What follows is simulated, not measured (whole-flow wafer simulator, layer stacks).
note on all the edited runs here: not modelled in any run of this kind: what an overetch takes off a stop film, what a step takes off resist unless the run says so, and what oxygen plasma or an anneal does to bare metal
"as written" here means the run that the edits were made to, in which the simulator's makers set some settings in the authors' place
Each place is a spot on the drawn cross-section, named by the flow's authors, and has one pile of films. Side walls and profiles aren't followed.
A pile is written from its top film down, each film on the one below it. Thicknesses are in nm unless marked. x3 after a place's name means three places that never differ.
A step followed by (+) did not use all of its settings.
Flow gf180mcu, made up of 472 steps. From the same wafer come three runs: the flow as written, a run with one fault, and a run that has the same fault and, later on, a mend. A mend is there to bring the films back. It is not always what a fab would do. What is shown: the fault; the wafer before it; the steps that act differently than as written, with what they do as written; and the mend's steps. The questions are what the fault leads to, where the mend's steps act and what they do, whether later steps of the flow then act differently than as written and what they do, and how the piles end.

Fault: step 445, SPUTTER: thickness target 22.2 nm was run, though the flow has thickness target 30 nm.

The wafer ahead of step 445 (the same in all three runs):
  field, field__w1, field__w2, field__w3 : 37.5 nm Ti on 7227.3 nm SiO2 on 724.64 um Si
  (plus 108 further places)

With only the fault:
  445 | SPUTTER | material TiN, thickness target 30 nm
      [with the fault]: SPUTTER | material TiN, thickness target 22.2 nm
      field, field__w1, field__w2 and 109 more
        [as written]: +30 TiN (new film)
        [with the fault]: +22.2 TiN (new film)
  Steps further on in the flow that do not act as written (5 other steps are not shown; they differ only slightly, by no more than 2% or 0.5 nm, whichever is larger):
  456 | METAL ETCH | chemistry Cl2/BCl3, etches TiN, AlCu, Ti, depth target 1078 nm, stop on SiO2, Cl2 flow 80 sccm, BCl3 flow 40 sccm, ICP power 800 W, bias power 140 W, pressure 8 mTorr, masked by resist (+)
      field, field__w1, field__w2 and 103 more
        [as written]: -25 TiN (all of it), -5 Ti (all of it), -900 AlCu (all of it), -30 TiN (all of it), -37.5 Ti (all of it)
        [with the fault]: -25 TiN (all of it), -5 Ti (all of it), -900 AlCu (all of it), -22.2 TiN (all of it), -37.5 Ti (all of it)
  The piles end different from the flow's at field__w8, contact, m1, m1__w1, pad, m1_nw by more than 2% or 0.5 nm, whichever is larger.
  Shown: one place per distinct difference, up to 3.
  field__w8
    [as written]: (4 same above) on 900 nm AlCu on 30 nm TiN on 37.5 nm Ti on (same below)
    [with the fault]: (4 same above) on 900 nm AlCu on 22.2 nm TiN on 37.5 nm Ti on (same below)
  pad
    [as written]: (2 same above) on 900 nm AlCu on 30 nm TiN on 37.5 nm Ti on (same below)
    [with the fault]: (2 same above) on 900 nm AlCu on 22.2 nm TiN on 37.5 nm Ti on (same below)

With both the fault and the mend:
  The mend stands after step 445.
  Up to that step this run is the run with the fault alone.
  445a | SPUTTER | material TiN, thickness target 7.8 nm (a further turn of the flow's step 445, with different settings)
      field, field__w1, field__w2 and 109 more
        +7.8 TiN
  Every later step of the flow that is run acts as written at every place that is followed.
  The piles end the same as the flow's at every place that both follow.
